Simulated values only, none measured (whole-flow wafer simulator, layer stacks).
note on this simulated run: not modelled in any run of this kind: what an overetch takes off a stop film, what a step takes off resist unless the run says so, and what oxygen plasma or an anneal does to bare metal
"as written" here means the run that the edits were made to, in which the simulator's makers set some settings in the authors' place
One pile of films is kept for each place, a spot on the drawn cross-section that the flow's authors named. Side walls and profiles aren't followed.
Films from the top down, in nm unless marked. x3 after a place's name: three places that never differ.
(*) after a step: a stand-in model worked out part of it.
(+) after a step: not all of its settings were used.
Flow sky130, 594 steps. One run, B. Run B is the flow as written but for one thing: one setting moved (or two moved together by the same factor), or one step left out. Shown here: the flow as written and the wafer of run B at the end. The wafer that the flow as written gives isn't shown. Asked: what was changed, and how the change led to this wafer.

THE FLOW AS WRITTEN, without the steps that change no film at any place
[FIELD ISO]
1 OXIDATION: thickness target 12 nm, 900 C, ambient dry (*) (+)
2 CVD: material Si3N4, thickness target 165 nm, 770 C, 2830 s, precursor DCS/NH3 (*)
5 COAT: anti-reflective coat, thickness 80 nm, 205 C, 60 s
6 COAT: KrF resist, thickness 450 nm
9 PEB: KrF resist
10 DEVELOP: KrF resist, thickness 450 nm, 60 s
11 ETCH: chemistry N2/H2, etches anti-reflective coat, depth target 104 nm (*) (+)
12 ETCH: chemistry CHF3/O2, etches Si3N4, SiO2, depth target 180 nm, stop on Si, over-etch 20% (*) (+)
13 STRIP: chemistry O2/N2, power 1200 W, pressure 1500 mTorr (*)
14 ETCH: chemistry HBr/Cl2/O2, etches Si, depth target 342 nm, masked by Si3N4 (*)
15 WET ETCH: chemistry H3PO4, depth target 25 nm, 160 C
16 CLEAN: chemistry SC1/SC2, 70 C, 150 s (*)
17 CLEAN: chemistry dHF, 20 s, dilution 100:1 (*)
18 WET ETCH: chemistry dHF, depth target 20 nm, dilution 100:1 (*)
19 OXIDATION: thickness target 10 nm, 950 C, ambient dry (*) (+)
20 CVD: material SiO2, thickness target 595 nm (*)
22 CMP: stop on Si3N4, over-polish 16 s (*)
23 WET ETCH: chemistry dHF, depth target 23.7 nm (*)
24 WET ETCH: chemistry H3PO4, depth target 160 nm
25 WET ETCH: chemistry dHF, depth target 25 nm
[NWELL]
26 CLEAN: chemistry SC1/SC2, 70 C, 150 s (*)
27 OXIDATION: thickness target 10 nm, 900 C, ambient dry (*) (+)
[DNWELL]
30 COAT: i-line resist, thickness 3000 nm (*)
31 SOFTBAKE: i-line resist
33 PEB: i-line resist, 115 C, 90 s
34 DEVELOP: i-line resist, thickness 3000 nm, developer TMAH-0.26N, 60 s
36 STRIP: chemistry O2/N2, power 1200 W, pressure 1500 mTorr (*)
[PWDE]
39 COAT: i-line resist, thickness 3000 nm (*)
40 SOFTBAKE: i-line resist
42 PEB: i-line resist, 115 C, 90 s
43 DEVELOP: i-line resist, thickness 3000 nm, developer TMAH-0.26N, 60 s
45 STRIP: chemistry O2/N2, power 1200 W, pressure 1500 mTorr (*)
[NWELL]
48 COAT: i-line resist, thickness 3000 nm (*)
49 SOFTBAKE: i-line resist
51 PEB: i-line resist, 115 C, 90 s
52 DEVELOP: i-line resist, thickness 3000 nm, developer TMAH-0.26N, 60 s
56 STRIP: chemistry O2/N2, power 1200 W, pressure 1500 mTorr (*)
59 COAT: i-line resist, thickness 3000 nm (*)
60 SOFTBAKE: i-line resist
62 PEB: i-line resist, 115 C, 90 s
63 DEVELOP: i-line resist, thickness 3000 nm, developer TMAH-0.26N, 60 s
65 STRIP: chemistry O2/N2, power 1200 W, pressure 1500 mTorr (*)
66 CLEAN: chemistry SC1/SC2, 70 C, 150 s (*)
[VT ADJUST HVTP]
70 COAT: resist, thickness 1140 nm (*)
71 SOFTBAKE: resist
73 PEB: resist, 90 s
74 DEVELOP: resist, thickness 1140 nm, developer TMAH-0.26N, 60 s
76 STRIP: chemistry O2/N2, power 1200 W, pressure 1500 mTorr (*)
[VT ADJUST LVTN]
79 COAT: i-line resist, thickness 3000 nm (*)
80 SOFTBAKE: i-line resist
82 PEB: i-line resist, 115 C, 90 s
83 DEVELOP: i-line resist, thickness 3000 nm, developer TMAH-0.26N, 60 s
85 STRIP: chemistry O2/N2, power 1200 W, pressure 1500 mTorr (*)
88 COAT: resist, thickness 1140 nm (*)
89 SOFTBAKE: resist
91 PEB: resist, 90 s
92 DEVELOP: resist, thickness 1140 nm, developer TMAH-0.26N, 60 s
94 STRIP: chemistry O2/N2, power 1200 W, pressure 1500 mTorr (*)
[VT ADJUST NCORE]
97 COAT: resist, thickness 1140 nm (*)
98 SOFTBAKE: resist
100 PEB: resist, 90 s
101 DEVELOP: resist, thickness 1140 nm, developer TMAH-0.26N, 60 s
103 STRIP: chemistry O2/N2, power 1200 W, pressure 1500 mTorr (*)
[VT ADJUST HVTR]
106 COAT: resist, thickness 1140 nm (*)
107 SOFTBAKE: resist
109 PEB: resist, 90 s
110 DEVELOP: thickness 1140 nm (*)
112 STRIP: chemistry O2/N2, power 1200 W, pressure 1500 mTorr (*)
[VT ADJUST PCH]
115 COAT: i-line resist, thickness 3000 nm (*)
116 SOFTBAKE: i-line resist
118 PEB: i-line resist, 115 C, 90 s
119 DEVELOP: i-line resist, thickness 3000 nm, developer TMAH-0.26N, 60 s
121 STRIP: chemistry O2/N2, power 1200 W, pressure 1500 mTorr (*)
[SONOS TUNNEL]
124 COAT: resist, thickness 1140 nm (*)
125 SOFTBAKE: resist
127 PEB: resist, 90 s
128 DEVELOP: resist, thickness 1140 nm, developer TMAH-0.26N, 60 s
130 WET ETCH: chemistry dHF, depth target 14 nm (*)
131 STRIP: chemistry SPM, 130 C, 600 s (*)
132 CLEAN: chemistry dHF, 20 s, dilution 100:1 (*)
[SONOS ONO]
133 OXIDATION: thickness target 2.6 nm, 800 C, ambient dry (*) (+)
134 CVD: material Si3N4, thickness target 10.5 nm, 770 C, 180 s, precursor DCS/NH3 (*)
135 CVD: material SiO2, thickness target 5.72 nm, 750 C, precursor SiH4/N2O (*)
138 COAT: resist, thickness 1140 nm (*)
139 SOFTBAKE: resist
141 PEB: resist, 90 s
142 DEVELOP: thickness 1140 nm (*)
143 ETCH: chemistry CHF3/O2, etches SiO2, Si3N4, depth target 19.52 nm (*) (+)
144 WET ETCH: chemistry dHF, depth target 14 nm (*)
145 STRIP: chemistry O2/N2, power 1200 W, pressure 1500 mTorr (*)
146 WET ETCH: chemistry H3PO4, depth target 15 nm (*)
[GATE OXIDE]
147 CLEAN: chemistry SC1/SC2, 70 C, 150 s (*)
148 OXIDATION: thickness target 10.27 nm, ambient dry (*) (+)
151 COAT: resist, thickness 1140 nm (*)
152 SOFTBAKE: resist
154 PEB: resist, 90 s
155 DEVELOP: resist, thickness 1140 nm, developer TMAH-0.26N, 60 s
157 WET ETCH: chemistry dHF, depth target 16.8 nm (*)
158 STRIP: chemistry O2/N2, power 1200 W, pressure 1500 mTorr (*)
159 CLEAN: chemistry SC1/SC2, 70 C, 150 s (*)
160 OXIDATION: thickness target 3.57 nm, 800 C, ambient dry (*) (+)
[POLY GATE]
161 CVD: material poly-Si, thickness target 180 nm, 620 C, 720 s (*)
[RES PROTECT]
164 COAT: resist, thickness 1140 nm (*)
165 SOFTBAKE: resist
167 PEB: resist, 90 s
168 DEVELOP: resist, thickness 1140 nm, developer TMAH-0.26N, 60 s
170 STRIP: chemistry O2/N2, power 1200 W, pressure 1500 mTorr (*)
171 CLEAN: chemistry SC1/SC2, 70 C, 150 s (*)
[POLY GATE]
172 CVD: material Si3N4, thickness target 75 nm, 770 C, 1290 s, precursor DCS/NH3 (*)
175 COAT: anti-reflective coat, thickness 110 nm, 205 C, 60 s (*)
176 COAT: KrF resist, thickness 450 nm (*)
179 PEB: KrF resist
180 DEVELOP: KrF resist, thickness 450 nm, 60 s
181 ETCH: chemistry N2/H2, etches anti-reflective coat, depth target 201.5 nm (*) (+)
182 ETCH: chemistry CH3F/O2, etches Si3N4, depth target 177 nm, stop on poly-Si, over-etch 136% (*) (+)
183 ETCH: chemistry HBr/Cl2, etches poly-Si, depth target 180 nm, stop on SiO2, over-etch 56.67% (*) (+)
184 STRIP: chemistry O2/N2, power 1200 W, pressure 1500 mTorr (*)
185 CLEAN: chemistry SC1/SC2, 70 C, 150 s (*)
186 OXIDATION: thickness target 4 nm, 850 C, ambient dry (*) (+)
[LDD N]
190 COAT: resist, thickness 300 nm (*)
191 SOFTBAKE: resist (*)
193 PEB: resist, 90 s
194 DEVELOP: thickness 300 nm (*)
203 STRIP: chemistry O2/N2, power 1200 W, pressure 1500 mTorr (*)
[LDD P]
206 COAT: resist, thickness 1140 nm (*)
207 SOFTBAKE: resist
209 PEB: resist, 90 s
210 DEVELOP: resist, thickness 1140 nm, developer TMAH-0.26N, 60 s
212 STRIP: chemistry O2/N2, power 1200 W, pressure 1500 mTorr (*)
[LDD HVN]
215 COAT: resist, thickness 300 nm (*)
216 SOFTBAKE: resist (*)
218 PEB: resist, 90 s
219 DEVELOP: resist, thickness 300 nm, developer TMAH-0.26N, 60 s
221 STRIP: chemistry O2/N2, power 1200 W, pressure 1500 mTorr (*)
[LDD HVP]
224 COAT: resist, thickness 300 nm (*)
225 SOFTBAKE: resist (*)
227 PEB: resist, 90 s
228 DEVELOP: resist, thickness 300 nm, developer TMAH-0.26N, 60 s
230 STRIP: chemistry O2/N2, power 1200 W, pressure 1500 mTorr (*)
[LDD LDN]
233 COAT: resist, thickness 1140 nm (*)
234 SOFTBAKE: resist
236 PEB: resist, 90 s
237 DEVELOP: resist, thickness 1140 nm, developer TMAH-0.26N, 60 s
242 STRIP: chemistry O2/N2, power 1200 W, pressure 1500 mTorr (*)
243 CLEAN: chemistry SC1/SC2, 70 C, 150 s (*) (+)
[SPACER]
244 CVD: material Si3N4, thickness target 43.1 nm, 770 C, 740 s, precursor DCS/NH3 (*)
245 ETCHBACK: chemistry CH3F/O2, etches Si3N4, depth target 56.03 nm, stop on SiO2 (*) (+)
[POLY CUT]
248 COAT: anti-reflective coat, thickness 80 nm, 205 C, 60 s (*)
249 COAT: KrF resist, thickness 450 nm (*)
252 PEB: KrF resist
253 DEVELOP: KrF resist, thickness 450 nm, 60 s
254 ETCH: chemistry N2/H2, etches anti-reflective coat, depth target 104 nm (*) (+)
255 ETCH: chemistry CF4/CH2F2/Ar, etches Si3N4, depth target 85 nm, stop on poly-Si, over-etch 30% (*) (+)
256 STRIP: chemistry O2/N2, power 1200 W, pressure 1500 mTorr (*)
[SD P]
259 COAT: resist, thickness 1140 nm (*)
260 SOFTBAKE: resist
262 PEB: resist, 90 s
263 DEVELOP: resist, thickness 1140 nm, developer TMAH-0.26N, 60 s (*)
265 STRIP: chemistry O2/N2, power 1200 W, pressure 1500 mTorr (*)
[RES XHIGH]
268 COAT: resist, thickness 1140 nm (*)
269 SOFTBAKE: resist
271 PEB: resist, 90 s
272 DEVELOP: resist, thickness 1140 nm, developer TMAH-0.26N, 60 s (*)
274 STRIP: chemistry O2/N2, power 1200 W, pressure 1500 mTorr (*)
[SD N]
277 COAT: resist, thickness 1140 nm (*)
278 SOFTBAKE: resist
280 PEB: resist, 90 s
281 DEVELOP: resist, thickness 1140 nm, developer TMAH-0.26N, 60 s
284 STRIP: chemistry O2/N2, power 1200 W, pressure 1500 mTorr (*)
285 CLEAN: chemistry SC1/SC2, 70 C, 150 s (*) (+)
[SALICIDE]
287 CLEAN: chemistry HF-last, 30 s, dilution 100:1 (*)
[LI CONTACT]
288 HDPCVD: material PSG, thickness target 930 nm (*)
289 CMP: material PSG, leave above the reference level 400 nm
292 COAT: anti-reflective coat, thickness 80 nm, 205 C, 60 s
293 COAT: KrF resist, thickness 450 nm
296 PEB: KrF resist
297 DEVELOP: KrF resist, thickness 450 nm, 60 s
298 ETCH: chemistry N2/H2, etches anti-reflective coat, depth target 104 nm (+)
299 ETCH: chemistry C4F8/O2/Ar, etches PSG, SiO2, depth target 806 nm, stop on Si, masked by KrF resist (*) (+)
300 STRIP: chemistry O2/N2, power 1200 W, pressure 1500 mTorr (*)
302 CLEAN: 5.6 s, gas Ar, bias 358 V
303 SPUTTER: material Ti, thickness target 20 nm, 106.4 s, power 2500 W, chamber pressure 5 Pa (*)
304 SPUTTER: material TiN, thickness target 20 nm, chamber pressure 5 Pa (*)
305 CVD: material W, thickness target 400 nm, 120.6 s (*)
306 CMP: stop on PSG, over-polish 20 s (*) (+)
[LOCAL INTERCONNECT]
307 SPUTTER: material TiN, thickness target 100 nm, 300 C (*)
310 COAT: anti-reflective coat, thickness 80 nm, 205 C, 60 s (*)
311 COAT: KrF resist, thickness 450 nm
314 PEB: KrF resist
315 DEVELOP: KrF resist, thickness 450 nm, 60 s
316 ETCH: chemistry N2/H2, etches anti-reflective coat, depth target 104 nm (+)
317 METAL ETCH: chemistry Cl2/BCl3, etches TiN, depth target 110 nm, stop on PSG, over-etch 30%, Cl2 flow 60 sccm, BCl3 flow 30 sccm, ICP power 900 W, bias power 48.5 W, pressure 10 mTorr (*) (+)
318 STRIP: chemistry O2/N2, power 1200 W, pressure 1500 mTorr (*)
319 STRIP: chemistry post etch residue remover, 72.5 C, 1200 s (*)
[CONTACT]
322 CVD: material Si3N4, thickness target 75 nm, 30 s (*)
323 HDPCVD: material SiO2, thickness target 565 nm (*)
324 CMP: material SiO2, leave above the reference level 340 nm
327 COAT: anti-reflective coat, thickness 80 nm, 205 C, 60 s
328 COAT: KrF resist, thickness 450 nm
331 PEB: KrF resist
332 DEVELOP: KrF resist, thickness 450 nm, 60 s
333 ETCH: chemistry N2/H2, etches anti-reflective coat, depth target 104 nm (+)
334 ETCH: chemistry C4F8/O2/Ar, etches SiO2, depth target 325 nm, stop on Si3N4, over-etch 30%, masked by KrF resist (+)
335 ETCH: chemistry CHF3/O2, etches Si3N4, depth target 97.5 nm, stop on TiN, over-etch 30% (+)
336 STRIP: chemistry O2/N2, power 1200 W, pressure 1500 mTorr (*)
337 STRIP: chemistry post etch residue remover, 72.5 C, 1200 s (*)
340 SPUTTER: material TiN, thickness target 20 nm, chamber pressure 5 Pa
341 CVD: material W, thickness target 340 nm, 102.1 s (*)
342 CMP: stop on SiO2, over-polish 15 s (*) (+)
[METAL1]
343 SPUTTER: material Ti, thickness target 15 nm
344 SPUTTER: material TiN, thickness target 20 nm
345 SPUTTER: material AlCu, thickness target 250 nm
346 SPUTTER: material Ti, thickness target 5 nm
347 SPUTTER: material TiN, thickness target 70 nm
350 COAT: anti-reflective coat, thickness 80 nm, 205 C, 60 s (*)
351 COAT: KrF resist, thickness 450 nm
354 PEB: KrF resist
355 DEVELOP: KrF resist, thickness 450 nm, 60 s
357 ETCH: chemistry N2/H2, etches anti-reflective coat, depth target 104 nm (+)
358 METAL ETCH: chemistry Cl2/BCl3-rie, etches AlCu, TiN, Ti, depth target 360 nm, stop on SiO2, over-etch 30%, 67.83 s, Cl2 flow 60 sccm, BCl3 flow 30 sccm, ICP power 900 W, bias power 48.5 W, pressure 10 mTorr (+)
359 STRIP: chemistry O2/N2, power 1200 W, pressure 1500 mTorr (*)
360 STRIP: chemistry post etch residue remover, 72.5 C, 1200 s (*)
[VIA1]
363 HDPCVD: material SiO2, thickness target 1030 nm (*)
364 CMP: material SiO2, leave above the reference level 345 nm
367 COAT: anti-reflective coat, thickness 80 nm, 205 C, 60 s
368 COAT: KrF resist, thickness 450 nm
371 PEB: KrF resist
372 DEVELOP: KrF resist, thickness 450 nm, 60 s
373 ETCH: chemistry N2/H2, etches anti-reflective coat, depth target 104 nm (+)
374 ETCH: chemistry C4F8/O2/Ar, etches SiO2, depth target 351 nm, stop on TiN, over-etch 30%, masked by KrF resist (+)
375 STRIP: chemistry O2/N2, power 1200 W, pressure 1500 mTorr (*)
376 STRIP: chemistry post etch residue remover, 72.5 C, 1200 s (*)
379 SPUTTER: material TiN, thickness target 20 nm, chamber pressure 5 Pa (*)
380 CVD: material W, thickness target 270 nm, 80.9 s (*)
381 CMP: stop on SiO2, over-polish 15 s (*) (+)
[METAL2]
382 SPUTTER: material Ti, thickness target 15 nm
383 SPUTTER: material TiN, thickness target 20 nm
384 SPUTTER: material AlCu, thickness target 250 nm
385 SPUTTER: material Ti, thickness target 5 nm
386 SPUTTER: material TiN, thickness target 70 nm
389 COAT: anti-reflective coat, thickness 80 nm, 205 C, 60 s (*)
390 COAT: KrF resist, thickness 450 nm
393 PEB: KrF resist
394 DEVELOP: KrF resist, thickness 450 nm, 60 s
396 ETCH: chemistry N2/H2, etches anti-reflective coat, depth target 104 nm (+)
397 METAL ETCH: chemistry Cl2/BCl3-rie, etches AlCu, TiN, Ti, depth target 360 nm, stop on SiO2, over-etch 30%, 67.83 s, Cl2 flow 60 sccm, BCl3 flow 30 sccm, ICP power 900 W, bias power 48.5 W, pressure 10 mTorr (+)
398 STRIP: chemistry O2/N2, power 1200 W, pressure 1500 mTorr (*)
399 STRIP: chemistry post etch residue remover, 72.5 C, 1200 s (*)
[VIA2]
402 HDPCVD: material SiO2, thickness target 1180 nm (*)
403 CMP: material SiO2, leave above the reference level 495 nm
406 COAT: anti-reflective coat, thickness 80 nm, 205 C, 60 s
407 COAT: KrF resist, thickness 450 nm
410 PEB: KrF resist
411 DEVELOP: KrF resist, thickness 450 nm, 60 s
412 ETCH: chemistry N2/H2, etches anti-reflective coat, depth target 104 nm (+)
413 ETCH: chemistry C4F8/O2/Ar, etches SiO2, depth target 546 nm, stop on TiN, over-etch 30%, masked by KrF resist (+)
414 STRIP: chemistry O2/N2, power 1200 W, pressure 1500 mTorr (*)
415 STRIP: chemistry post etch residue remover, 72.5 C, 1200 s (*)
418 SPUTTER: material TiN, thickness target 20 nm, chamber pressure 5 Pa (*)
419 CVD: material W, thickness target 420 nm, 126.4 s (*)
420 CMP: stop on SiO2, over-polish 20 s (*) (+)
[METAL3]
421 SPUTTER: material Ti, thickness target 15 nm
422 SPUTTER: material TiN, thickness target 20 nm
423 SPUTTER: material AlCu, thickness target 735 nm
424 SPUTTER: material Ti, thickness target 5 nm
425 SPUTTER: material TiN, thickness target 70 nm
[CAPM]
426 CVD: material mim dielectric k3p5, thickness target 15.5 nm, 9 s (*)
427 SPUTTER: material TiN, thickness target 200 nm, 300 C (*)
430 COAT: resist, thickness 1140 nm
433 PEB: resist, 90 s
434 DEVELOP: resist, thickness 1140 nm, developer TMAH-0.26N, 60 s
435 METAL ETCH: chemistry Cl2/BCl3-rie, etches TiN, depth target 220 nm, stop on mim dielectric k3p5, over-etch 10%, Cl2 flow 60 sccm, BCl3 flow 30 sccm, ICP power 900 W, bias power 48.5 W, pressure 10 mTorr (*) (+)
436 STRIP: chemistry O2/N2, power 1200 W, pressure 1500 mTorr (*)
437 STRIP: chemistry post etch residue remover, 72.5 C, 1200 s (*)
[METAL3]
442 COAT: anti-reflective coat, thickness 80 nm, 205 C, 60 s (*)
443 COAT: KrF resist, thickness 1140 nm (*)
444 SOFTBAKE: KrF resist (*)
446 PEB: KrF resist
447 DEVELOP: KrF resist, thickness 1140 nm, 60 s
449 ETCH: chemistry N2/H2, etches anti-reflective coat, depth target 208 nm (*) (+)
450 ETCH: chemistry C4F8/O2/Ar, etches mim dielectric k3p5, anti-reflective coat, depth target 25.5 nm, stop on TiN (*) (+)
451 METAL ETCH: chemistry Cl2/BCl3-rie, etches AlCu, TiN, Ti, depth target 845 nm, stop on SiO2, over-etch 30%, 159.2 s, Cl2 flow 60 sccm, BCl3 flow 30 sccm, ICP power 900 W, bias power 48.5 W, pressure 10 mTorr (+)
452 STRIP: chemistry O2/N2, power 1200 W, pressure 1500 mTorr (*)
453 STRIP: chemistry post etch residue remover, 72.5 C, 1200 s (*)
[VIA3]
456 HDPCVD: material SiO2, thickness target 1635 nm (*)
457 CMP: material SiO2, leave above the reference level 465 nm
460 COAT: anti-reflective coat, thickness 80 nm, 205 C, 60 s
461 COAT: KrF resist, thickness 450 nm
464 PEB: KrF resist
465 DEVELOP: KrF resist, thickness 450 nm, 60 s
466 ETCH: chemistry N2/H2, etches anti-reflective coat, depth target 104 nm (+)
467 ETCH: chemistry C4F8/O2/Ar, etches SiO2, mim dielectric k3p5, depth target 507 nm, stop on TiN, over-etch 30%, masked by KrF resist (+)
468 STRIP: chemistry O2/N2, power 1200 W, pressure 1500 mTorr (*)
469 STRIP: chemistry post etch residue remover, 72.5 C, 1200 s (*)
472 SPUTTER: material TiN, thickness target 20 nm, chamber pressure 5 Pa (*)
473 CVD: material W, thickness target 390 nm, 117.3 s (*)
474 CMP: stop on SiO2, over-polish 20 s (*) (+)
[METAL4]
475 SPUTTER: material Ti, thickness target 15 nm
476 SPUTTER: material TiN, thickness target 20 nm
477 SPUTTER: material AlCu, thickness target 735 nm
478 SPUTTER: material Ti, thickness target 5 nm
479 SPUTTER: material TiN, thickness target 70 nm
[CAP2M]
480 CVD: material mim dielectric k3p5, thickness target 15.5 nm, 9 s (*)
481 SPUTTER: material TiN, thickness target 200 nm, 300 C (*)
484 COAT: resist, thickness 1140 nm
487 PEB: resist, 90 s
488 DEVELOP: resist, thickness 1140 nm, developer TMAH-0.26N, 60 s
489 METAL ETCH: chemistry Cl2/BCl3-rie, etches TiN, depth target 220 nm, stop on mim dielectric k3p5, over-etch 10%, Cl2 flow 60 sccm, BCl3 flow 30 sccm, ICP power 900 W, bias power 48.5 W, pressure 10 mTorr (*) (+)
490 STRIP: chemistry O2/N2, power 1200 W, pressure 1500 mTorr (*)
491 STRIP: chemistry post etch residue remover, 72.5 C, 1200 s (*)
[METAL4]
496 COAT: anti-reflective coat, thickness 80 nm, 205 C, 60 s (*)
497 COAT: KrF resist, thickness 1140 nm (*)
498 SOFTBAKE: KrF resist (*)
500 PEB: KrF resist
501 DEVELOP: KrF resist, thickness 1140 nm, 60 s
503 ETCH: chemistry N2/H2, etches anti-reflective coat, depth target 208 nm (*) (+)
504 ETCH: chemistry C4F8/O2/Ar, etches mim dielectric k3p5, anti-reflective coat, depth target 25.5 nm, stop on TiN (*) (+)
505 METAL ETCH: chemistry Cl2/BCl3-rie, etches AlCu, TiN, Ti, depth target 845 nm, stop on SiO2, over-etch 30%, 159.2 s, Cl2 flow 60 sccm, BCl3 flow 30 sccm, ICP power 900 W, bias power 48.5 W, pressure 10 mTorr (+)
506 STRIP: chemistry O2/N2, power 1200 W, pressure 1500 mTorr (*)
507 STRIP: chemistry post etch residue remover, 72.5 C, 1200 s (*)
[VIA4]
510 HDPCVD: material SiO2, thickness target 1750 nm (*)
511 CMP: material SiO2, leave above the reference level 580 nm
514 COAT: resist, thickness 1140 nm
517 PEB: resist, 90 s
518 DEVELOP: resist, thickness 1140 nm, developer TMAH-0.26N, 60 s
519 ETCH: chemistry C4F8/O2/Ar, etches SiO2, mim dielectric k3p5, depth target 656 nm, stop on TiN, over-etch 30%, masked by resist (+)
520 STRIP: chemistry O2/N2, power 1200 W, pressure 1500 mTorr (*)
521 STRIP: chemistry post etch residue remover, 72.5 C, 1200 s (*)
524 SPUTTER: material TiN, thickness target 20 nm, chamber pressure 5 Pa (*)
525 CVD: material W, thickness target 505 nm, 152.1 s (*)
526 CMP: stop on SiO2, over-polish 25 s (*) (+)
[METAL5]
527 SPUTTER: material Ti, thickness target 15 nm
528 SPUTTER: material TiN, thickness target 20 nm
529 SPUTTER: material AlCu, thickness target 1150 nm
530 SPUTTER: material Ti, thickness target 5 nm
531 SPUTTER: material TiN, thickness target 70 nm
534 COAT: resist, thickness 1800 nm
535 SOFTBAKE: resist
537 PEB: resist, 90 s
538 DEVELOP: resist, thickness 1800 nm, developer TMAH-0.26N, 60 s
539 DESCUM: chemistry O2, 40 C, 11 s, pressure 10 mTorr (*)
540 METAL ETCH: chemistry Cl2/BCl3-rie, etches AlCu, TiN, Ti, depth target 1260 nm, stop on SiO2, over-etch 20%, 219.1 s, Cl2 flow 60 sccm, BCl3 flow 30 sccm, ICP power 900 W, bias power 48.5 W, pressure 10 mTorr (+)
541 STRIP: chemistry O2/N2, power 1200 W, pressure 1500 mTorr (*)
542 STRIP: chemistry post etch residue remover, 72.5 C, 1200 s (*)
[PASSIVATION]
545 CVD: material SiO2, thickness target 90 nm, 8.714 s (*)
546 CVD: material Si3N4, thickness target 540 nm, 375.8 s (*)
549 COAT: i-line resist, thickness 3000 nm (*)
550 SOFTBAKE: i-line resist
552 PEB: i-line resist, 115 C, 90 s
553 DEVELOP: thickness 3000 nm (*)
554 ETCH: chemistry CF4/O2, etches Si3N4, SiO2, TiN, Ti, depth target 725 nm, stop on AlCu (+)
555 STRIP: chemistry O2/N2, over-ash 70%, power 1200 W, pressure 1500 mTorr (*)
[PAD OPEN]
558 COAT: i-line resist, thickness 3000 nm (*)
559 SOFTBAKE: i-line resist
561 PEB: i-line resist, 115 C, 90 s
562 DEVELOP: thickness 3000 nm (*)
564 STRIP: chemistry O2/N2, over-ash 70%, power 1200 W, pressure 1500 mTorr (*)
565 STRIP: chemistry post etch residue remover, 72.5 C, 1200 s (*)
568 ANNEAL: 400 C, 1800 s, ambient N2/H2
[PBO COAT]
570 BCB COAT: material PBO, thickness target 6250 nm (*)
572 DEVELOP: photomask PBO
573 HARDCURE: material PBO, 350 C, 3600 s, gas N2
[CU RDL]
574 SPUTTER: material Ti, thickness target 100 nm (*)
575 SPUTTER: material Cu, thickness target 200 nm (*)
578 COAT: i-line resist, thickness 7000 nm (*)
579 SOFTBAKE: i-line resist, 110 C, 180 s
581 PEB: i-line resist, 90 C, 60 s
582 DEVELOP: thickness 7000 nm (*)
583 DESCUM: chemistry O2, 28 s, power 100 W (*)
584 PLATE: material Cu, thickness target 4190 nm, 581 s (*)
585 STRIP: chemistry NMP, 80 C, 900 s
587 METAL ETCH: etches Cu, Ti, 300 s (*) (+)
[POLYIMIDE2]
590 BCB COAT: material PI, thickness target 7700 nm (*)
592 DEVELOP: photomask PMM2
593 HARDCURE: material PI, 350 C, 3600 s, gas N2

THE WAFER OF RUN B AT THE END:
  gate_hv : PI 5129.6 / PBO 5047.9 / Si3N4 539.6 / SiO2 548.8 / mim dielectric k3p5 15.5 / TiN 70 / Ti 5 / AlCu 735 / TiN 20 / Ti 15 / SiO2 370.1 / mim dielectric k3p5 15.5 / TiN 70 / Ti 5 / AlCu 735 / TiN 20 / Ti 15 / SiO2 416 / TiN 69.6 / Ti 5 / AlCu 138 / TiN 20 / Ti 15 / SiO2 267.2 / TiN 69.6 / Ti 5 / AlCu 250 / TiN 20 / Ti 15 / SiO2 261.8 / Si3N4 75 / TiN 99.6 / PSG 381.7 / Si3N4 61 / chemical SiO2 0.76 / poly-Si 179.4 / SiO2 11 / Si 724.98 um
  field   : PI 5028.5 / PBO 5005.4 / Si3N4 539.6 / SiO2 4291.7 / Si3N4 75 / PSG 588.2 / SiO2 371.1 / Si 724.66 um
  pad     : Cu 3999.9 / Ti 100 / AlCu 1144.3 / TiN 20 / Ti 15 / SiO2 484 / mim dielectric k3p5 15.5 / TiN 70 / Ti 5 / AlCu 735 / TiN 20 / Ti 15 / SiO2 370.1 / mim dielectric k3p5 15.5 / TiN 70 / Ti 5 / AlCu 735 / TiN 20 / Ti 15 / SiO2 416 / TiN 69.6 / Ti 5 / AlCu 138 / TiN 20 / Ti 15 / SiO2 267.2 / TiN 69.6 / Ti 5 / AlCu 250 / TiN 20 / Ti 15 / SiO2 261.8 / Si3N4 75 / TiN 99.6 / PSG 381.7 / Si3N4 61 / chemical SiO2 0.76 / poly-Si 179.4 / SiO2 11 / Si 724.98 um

The cause: step 384, SPUTTER: thickness target 138 nm was run, where the flow has thickness target 250 nm.
It can be read off the wafer: gate_hv has AlCu 138, and step 384 as written asks for 250 nm.

How the change led to this, step by step:
  384 SPUTTER: material AlCu, thickness target 250 nm
      field, active, n_well and 188 more: AlCu +138 (new film) (as written it would be: AlCu +250 (new film))
  397 METAL ETCH: chemistry Cl2/BCl3-rie, etches AlCu, TiN, Ti, depth target 360 nm, stop on SiO2, over-etch 30%, 67.83 s, Cl2 flow 60 sccm, BCl3 flow 30 sccm, ICP power 900 W, bias power 48.5 W, pressure 10 mTorr (+)
      field, active, gate and 82 more: TiN -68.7 (all of it), Ti -5 (all of it), AlCu -138 (all of it), TiN -20 (all of it), Ti -15 (all of it), SiO2 -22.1 (as written it would be: TiN -68.7 (all of it), Ti -5 (all of it), AlCu -250 (all of it), TiN -20 (all of it), Ti -15 (all of it), SiO2 -10.9)
  403 CMP: material SiO2, leave above the reference level 495 nm
      field, active, gate and 82 more: SiO2 -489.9 (as written it would be: SiO2 -389.1)
